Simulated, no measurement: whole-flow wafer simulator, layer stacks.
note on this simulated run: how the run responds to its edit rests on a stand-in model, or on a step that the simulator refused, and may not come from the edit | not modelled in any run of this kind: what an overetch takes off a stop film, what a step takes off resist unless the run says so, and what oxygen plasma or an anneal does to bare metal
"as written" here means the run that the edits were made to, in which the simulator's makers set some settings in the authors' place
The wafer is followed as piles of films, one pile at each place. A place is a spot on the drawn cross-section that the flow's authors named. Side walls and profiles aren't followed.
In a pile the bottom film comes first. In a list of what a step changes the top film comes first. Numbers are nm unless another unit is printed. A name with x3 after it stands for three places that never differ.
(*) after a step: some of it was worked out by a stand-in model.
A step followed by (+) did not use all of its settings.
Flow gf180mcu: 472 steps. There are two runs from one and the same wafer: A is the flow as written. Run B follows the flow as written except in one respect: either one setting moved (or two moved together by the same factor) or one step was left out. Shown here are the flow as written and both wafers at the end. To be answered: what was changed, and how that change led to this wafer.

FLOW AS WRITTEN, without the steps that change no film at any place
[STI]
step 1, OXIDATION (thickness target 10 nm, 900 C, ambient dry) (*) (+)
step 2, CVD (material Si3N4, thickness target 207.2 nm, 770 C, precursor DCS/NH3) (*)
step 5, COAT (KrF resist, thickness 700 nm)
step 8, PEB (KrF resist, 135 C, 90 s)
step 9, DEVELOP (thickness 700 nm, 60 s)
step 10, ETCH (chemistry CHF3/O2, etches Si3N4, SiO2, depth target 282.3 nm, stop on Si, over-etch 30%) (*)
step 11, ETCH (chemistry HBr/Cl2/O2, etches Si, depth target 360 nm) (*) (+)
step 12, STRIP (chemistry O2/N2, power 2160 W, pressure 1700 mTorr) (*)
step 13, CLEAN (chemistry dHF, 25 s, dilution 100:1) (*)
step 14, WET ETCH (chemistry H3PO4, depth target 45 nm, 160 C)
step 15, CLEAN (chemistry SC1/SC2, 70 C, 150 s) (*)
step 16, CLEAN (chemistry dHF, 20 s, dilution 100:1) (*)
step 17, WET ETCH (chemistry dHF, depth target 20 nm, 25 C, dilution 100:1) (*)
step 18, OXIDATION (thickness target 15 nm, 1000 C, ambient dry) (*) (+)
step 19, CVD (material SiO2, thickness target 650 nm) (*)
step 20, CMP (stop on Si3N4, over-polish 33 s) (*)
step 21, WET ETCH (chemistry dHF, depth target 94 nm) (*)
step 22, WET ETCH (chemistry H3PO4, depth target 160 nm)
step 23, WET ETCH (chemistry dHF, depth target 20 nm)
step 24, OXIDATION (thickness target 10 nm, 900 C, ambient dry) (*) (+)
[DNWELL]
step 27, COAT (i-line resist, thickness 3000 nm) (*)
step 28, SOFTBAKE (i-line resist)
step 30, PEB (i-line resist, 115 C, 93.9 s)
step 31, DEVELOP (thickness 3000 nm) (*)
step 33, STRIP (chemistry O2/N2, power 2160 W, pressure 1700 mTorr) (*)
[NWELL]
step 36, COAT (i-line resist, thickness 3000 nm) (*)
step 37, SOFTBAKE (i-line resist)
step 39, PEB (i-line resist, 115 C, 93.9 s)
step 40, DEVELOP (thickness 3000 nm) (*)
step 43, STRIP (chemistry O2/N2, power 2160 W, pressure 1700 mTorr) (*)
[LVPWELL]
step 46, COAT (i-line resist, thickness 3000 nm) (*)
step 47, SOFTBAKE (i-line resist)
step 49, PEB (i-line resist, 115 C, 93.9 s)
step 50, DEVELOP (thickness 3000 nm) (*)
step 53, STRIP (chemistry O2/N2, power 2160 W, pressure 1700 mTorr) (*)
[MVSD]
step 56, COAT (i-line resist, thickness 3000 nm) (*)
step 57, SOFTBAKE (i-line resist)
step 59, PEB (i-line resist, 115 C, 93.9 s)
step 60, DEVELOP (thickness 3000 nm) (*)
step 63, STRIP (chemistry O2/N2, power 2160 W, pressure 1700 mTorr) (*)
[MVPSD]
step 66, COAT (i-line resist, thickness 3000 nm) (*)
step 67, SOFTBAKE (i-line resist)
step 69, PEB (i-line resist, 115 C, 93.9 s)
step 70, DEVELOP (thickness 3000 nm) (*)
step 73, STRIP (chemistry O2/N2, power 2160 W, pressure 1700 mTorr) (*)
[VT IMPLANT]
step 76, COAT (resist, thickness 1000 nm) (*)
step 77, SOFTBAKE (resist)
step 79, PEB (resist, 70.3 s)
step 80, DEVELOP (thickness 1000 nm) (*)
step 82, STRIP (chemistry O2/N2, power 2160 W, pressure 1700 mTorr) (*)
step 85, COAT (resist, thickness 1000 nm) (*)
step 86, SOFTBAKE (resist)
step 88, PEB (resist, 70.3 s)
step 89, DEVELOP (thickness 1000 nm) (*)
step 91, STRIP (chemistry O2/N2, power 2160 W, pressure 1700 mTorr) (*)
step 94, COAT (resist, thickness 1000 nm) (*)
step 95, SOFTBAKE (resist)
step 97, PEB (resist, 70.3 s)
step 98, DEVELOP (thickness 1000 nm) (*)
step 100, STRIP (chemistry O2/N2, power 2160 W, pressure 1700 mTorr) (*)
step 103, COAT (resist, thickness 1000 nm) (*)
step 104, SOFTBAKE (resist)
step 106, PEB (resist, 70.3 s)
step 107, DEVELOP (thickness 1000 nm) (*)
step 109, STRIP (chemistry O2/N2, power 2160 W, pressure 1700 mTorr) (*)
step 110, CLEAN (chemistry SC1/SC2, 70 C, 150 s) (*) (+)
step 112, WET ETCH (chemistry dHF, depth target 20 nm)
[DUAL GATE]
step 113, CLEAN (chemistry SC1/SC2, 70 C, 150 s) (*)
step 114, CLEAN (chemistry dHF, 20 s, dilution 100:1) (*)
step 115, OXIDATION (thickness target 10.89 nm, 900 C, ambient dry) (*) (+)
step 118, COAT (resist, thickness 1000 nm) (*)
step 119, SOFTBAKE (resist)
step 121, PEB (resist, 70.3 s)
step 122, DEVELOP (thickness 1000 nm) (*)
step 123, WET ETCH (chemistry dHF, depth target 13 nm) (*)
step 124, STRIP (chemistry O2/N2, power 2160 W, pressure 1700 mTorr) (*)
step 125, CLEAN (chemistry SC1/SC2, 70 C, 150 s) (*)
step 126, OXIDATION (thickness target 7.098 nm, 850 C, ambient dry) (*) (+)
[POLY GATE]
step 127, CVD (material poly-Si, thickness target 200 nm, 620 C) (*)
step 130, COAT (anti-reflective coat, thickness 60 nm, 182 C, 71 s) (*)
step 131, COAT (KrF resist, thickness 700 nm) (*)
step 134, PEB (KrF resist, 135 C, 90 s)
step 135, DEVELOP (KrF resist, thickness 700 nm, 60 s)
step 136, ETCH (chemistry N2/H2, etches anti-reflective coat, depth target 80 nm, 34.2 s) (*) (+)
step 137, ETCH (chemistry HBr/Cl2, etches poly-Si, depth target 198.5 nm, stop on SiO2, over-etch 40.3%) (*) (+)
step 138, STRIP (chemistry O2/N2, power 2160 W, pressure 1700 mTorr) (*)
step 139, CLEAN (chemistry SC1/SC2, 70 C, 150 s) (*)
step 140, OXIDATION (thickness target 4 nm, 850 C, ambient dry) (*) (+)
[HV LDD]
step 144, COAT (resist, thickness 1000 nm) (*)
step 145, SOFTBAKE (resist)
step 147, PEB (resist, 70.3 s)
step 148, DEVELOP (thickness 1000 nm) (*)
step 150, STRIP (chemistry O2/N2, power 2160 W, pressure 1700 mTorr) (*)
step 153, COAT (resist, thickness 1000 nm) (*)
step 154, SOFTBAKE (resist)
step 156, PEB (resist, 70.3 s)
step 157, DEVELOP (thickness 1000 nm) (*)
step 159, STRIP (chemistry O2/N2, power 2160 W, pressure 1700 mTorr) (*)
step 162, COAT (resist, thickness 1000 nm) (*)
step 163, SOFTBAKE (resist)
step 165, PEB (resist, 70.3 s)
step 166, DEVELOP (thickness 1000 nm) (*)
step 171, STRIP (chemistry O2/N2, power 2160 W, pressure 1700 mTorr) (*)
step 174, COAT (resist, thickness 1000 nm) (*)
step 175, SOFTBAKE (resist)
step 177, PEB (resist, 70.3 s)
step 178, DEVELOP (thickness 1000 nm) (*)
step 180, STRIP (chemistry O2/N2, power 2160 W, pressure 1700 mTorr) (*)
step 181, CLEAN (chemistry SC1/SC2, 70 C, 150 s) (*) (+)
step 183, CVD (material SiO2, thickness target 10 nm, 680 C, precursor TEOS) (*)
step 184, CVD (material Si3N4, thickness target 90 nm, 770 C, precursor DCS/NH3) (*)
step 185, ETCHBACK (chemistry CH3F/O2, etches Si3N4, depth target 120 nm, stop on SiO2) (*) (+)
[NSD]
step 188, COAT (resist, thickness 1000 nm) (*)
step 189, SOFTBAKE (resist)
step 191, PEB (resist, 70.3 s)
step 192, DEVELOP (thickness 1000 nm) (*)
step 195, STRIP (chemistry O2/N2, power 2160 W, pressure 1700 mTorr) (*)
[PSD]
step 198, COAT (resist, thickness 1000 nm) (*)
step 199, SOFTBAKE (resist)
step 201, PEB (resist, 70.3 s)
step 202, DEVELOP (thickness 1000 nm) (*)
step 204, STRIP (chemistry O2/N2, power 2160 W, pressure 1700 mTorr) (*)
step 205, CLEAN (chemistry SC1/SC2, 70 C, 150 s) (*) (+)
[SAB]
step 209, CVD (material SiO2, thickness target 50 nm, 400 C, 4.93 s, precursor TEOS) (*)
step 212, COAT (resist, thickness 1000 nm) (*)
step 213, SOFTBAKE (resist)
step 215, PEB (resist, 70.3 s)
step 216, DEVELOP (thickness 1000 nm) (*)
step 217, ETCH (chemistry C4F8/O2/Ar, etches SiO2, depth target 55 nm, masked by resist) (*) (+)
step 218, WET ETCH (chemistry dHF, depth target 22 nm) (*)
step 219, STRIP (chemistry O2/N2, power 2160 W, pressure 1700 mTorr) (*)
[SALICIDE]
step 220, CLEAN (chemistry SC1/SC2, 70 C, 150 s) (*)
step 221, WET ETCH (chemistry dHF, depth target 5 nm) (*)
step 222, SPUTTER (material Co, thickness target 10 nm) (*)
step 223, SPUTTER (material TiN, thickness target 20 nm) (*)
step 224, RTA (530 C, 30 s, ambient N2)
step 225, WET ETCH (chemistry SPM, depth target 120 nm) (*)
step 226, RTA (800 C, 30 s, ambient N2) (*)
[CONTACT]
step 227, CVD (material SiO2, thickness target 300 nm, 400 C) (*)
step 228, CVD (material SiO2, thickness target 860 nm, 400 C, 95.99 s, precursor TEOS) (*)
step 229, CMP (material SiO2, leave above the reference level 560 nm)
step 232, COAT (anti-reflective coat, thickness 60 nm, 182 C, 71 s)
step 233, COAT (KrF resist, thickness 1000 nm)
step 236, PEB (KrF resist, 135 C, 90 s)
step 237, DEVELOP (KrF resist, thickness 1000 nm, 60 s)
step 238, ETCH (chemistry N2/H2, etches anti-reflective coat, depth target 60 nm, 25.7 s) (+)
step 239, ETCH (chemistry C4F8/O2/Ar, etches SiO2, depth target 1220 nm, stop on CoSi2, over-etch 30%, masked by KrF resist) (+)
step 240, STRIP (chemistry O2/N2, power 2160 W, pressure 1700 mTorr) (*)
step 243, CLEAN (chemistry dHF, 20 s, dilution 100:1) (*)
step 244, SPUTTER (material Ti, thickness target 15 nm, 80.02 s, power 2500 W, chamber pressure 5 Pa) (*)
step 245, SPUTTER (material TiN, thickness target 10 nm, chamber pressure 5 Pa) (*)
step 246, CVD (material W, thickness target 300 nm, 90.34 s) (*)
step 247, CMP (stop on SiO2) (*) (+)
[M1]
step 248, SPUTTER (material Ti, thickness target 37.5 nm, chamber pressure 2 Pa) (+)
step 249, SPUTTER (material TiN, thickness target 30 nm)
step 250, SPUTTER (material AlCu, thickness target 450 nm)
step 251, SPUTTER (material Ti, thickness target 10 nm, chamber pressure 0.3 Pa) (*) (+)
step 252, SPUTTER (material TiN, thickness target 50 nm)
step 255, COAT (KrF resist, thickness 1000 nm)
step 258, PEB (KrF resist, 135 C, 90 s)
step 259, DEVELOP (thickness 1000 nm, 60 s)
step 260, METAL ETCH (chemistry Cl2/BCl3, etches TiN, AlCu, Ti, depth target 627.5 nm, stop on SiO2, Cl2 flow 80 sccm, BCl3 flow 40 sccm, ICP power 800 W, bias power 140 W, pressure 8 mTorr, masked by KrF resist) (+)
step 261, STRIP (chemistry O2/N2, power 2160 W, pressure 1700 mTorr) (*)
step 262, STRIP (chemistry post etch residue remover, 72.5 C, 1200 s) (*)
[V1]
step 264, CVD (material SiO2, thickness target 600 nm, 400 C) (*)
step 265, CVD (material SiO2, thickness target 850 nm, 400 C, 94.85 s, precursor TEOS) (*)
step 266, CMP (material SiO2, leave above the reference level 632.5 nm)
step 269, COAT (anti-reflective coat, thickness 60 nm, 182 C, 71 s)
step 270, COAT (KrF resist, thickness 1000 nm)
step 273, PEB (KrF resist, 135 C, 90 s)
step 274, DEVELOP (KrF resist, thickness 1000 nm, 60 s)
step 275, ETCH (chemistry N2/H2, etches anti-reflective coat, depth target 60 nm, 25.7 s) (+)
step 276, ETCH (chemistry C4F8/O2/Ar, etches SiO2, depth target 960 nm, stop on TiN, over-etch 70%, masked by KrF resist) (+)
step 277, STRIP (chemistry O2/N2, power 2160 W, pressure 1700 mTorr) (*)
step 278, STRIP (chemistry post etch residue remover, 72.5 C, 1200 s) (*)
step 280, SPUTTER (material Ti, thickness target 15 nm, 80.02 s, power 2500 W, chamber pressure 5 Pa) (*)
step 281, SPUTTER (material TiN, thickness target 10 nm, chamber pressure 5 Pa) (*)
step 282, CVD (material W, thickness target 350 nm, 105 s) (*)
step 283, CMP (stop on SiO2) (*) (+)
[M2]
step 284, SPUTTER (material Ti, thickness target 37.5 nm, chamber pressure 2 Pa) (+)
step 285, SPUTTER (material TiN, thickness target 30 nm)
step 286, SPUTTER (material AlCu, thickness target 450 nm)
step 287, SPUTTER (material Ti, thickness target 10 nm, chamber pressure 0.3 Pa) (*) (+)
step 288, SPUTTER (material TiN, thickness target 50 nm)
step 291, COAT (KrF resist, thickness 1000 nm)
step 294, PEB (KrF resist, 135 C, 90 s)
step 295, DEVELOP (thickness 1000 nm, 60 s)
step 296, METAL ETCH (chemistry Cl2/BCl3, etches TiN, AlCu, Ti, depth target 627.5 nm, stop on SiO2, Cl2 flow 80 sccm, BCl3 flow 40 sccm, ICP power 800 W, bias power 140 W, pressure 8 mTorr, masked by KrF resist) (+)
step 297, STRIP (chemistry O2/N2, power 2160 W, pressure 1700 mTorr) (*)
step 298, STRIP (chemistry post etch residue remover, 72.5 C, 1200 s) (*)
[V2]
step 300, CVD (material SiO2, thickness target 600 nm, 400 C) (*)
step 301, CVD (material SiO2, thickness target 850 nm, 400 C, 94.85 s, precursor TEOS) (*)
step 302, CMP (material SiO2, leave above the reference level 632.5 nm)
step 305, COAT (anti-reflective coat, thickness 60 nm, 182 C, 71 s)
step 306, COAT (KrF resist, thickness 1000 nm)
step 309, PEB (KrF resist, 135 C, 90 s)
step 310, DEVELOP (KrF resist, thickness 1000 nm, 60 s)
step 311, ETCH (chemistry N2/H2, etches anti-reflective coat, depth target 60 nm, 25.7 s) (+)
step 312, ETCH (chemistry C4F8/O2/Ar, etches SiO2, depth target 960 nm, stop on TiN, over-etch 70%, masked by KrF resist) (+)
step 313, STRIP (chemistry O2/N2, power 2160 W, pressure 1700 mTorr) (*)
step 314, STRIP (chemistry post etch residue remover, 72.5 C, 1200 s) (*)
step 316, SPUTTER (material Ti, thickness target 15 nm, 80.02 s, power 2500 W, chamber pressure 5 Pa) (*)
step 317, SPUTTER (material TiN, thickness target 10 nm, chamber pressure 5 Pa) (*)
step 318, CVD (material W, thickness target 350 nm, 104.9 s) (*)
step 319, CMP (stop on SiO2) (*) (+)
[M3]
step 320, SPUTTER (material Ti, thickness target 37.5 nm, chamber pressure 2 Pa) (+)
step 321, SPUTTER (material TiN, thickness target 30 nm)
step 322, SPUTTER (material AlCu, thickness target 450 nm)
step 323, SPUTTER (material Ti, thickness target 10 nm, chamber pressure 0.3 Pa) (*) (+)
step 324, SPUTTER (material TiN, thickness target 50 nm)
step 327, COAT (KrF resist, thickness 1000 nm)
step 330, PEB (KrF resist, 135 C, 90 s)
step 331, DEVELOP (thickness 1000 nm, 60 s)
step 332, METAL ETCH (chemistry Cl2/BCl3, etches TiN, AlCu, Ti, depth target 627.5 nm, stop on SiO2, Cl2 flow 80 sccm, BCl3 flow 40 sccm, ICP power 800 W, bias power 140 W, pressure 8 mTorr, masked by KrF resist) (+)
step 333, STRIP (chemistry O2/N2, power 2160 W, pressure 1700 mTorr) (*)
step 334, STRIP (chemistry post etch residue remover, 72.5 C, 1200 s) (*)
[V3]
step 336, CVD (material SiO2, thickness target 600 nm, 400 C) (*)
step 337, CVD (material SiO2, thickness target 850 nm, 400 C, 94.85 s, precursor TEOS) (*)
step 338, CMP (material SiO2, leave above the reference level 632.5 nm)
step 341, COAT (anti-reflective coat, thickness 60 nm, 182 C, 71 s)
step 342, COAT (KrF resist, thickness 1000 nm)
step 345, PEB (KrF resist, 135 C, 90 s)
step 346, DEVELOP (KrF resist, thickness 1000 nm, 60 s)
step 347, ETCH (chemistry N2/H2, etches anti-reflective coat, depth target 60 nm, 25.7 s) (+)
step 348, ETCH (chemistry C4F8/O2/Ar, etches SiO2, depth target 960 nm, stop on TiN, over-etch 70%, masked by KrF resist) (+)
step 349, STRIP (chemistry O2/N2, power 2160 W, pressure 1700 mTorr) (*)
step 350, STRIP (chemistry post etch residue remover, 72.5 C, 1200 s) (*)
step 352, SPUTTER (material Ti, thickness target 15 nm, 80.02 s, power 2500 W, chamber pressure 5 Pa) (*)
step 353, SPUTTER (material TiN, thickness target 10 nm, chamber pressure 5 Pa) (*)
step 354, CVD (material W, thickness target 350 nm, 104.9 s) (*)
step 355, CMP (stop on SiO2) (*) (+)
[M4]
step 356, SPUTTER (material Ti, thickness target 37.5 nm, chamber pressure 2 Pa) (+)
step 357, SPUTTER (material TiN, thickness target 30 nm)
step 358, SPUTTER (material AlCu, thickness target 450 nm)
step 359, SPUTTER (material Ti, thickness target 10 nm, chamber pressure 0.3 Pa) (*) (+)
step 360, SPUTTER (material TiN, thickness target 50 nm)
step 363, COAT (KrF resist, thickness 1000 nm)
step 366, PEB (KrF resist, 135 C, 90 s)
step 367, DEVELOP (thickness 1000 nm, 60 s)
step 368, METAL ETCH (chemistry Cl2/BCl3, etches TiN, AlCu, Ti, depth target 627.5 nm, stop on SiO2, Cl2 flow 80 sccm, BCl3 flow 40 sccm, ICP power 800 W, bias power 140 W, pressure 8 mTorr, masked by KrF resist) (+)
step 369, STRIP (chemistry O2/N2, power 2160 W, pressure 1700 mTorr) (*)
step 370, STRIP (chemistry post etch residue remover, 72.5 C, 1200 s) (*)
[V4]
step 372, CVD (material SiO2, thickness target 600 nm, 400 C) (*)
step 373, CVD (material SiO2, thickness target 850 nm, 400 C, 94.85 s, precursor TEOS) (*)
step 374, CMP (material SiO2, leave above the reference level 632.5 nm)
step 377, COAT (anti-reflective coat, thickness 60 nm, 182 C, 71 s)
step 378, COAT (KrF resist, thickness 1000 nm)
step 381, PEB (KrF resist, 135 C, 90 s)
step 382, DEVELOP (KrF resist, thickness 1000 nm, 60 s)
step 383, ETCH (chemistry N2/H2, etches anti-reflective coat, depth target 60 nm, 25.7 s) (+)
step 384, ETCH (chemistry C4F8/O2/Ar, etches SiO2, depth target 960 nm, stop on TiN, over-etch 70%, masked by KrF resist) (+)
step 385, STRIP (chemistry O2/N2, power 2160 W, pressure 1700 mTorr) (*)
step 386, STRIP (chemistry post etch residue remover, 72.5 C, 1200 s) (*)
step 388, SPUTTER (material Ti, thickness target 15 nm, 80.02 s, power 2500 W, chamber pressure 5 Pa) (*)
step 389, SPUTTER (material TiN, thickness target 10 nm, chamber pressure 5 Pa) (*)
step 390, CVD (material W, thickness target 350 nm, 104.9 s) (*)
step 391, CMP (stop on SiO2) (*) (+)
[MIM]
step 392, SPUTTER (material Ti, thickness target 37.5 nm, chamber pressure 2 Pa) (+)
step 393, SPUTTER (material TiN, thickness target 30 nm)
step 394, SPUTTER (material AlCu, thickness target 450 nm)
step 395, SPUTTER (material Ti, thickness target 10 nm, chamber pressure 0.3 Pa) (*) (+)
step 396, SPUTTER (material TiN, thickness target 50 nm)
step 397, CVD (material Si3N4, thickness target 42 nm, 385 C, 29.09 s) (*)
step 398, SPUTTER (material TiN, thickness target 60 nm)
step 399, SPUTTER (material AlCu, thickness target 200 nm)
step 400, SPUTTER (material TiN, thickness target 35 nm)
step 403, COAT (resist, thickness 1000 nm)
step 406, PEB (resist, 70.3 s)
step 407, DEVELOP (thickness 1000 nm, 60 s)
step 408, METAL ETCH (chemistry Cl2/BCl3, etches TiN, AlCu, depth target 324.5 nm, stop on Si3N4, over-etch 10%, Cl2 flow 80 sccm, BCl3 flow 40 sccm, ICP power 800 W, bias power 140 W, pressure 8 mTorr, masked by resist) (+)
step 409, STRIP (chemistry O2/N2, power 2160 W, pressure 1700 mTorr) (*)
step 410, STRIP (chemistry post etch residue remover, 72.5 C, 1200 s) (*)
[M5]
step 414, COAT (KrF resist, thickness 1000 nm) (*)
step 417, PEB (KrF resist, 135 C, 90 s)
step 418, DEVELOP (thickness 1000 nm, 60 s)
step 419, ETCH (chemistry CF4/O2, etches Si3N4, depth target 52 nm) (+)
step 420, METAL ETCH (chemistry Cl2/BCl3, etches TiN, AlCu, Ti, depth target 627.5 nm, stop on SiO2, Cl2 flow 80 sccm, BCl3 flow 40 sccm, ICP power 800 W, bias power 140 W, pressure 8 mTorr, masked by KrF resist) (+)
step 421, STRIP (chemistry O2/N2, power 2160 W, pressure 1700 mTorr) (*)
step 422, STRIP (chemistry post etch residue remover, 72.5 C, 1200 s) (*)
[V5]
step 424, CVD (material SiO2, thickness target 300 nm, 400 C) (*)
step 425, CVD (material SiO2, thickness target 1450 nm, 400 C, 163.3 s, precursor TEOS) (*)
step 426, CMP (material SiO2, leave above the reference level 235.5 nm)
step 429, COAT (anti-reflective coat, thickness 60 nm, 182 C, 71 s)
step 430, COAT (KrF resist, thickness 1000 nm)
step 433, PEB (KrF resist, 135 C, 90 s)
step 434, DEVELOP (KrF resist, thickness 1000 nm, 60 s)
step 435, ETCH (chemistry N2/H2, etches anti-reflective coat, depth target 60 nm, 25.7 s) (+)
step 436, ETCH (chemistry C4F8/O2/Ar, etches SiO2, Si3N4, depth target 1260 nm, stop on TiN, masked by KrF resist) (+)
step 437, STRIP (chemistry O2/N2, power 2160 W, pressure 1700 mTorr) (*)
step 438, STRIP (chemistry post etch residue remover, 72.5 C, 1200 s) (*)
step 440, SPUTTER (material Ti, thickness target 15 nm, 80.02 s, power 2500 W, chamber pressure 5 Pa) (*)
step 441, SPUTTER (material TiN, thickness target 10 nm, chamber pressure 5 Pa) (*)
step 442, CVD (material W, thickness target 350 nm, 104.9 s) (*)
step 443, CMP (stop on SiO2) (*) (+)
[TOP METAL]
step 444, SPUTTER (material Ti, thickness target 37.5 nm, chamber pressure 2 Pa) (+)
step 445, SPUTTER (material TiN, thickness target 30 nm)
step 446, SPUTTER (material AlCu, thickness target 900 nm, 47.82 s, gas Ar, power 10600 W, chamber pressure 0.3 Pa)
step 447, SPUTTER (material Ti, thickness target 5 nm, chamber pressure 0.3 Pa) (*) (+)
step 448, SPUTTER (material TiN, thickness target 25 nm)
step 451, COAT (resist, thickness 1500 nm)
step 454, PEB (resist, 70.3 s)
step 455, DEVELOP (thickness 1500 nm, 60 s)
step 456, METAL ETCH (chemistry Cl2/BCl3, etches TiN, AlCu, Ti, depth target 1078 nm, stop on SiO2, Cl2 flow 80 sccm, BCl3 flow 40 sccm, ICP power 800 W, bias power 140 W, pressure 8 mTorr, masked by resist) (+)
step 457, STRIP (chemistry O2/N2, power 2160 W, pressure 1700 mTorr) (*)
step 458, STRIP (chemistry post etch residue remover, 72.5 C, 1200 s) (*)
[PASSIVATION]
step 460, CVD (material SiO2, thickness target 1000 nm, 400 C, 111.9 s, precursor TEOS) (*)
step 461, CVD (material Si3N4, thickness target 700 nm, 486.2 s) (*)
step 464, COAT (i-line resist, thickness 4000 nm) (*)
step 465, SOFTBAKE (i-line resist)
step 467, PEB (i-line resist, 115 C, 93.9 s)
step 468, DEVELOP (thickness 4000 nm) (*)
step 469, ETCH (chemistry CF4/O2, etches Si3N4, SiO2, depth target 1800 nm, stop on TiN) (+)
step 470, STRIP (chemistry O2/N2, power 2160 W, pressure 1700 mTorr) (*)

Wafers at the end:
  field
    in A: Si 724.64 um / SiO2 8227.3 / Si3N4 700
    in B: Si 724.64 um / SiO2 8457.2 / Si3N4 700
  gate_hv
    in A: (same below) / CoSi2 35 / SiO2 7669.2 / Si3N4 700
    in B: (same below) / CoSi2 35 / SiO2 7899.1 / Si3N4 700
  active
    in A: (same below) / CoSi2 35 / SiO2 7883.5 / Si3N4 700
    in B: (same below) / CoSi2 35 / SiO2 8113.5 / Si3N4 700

The reason: step 229, CMP: leave above the reference level 790 nm was run, whereas the flow has leave above the reference level 560 nm.

The path from the change to this, step by step:
  step 229, CMP (material SiO2, leave above the reference level 560 nm)
      mim: A -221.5 SiO2 | B nothing
      gate_hv, gate_nat, ld_gate_n and 11 more: A -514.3 SiO2 | B -284.3 SiO2
      (also at 96 further places)
  step 232, COAT (anti-reflective coat, thickness 60 nm, 182 C, 71 s)
      field__w7: A +60 anti-reflective coat (new film) | B +58 anti-reflective coat (new film)
      field__w11: A +60 anti-reflective coat (new film) | B +57.9 anti-reflective coat (new film)
      (also at 4 further places)
  step 239, ETCH (chemistry C4F8/O2/Ar, etches SiO2, depth target 1220 nm, stop on CoSi2, over-etch 30%, masked by KrF resist) (+)
      field, field__w1, field__w2 and 105 more: A -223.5 KrF resist | B -244 KrF resist
      polyc_n, polyc_p: A -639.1 SiO2 (all of it) | B -869.1 SiO2 (all of it)
      (also at 1 further place)
  step 240, STRIP (chemistry O2/N2, power 2160 W, pressure 1700 mTorr) (*)
      field, field__w1, field__w5 and 87 more: A -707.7 KrF resist (all of it), -60 anti-reflective coat (all of it) | B -687.2 KrF resist (all of it), -60 anti-reflective coat (all of it)
      active_hv, npoly_u, nw_enc_fld_lv__w1: A -707.7 KrF resist (all of it), -60 anti-reflective coat (all of it) | B -686.9 KrF resist (all of it), -60.1 anti-reflective coat (all of it)
      (also at 15 further places)
  step 244, SPUTTER (material Ti, thickness target 15 nm, 80.02 s, power 2500 W, chamber pressure 5 Pa) (*)
      contact: A +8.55 Ti (new film) | B +7.48 Ti (new film)
  step 245, SPUTTER (material TiN, thickness target 10 nm, chamber pressure 5 Pa) (*)
      contact: A +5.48 TiN (new film) | B +4.81 TiN (new film)
  step 246, CVD (material W, thickness target 300 nm, 90.34 s) (*)
      polyc_n, polyc_p: A +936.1 W (new film) | B +1166.1 W (new film)
      contact: A +1167.5 W (new film) | B +1399.2 W (new film)
  step 247, CMP (stop on SiO2) (*) (+)
      mim: A -300 W (all of it), -10 TiN (all of it), -15 Ti (all of it), -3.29 SiO2 | B -300 W (all of it), -10 TiN (all of it), -9.81 Ti
  step 248, SPUTTER (material Ti, thickness target 37.5 nm, chamber pressure 2 Pa) (+)
      mim: A +37.5 Ti (new film) | B +37.5 Ti
  step 260, METAL ETCH (chemistry Cl2/BCl3, etches TiN, AlCu, Ti, depth target 627.5 nm, stop on SiO2, Cl2 flow 80 sccm, BCl3 flow 40 sccm, ICP power 800 W, bias power 140 W, pressure 8 mTorr, masked by KrF resist) (+)
      mim: A -50 TiN (all of it), -10 Ti (all of it), -450 AlCu (all of it), -30 TiN (all of it), -37.5 Ti (all of it) | B -50 TiN (all of it), -10 Ti (all of it), -450 AlCu (all of it), -30 TiN (all of it), -42.7 Ti (all of it)
